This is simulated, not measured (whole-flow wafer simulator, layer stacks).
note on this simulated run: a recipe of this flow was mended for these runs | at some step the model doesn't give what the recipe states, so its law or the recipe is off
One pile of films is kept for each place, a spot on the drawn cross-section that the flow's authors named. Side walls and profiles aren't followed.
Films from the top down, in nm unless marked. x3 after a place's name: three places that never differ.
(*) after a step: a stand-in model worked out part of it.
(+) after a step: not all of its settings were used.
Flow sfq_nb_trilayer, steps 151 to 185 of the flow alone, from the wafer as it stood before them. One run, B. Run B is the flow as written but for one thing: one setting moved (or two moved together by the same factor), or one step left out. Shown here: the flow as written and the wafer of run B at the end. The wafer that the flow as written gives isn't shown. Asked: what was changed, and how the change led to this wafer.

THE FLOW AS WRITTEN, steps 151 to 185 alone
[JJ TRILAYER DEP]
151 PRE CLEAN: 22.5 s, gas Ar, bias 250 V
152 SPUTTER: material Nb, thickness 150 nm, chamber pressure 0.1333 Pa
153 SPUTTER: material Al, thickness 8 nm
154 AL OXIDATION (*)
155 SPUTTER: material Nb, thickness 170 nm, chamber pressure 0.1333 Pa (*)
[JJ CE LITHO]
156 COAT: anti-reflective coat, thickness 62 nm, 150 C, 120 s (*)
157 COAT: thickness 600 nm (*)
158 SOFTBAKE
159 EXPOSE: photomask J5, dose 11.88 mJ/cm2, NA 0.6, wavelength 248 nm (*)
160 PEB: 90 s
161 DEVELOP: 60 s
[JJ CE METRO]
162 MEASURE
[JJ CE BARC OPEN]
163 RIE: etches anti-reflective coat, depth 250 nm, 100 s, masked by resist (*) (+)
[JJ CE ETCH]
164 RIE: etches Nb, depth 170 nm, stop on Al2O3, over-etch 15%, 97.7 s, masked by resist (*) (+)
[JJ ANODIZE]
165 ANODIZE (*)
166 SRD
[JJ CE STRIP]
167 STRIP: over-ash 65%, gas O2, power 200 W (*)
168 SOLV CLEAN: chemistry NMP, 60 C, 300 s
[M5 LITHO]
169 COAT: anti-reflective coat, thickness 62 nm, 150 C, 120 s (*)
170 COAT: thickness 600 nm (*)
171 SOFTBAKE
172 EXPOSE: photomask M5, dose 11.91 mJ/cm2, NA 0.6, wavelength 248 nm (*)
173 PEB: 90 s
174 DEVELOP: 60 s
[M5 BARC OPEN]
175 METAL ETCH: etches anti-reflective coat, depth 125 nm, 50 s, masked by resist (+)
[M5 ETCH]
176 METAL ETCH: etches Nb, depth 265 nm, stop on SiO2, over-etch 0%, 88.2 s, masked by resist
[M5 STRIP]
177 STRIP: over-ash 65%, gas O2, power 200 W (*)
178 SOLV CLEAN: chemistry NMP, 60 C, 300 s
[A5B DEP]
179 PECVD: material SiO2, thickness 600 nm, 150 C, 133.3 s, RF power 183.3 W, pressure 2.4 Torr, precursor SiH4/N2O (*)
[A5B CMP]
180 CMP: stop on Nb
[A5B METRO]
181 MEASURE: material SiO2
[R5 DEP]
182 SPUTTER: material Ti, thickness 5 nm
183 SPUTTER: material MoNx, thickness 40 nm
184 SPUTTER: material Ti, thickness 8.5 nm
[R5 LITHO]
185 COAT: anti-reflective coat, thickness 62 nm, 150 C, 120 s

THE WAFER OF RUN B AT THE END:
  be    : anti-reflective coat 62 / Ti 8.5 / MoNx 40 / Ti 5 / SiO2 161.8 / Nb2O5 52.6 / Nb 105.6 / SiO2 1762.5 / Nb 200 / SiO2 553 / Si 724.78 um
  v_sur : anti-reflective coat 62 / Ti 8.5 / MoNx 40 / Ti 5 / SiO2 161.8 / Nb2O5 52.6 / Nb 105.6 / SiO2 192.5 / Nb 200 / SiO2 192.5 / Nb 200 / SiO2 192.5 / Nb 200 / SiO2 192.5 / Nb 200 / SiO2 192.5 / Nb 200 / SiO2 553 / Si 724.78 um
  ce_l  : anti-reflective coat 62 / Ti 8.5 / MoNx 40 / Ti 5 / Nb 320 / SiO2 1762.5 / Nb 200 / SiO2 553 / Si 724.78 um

The cause: step 153, SPUTTER: material Al, thickness 8 nm, was left out.

How the change led to this, step by step:
  154 AL OXIDATION (*)
      field_l, v_sur, via_wl and 103 more: nothing (as written it would be: Al2O3 +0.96 (new film), Al -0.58)
  155 SPUTTER: material Nb, thickness 170 nm, chamber pressure 0.1333 Pa (*)
      field_l, v_sur, via_sp and 100 more: Nb +170 (as written it would be: Nb +170 (new film))
      via_wl, via_wr: Nb +140.6 (as written it would be: Nb +139.9 (new film))
      (and at 1 more place)
  156 COAT: anti-reflective coat, thickness 62 nm, 150 C, 120 s (*)
      via_wl, via_wr: anti-reflective coat +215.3 (new film) (as written it would be: anti-reflective coat +224.3 (new film))
      via_w: anti-reflective coat +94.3 (new film) (as written it would be: anti-reflective coat +97.3 (new film))
  163 RIE: etches anti-reflective coat, depth 250 nm, 100 s, masked by resist (*) (+)
      via_wl, via_wr: anti-reflective coat -215.3 (all of it) (as written it would be: anti-reflective coat -224.3 (all of it))
      via_w: anti-reflective coat -94.3 (all of it) (as written it would be: anti-reflective coat -97.3 (all of it))
  164 RIE: etches Nb, depth 170 nm, stop on Al2O3, over-etch 15%, 97.7 s, masked by resist (*) (+)
      field_l, v_sur, via_sp and 96 more: Nb -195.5 (as written it would be: Nb -170 (all of it), Al2O3 -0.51)
      via_wl, via_wr: Nb -195.5 (as written it would be: Nb -139.9 (all of it), Al2O3 -0.96 (all of it))
      (and at 1 more place)
  165 ANODIZE (*)
      field_l, v_sur, via_sp and 96 more: Nb2O5 +52.6 (new film), Nb -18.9 (as written it would be: Al2O3 +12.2, Nb2O5 +29.9 (new film), Al -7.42 (all of it), Nb -10.8)
      via_wl, via_wr: Nb2O5 +52.6 (new film), Nb -18.9 (as written it would be: Al2O3 +7.51 (new film), Nb2O5 +39.2 (new film), Al -4.55 (all of it), Nb -14.1)
      (and at 1 more place)
  169 COAT: anti-reflective coat, thickness 62 nm, 150 C, 120 s (*)
      via_wl, via_wr: anti-reflective coat +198 (new film) (as written it would be: anti-reflective coat +184 (new film))
      wl_j_sl, wl_j_sr: anti-reflective coat +115.8 (new film) (as written it would be: anti-reflective coat +110.7 (new film))
      (and at 12 more places)
  170 COAT: thickness 600 nm (*)
      via_w: KrF-resist-other-grade +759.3 (new film) (as written it would be: KrF-resist-other-grade +736.5 (new film))
  175 METAL ETCH: etches anti-reflective coat, depth 125 nm, 50 s, masked by resist (+)
      r_sur: anti-reflective coat -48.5 (all of it) (as written it would be: anti-reflective coat -49.6 (all of it), Al2O3 -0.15)
      wl_a_sl: anti-reflective coat -52.1 (all of it) (as written it would be: anti-reflective coat -54.5 (all of it), Al2O3 -0.14)
      (and at 1 more place)
  176 METAL ETCH: etches Nb, depth 265 nm, stop on SiO2, over-etch 0%, 88.2 s, masked by resist
      field_l, res, r_end and 47 more: Nb2O5 -52.6 (all of it), Nb -105.6 (all of it), SiO2 -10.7 (as written it would be: Al2O3 -12.6 (all of it), Nb2O5 -29.9 (all of it), Nb -139.2 (all of it), SiO2 -8.33)
      r_sur, wl_a_sl, wl_a_m6: Nb2O5 -52.6 (all of it), Nb -105.6 (all of it), SiO2 -10.7 (as written it would be: Al2O3 -12.5 (all of it), Nb2O5 -29.9 (all of it), Nb -139.2 (all of it), SiO2 -8.33)
  177 STRIP: over-ash 65%, gas O2, power 200 W (*)
      v_sur: KrF-resist-other-grade -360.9 (all of it), anti-reflective coat -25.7 (all of it) (as written it would be: KrF-resist-other-grade -366.5 (all of it), anti-reflective coat -26.6 (all of it))
      via_wl: KrF-resist-other-grade -425.4 (all of it), anti-reflective coat -198 (all of it) (as written it would be: KrF-resist-other-grade -418.2 (all of it), anti-reflective coat -184 (all of it))
      (and at 13 more places)
  180 CMP: stop on Nb
      field_l, lsp_m, ln_m6 and 44 more: SiO2 -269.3 (as written it would be: SiO2 -263.3)
      v_sur, via_sp, via_v and 43 more: SiO2 -438.2 (as written it would be: SiO2 -453.5)
      (and at 9 more places)
Counting metal films that touch as one body, ce_l has 2 bodies (between them, from the top down: SiO2 1762.5); the flow as written gives 3 bodies (between them, from the top down: Al2O3 0.96; SiO2 1762.5).
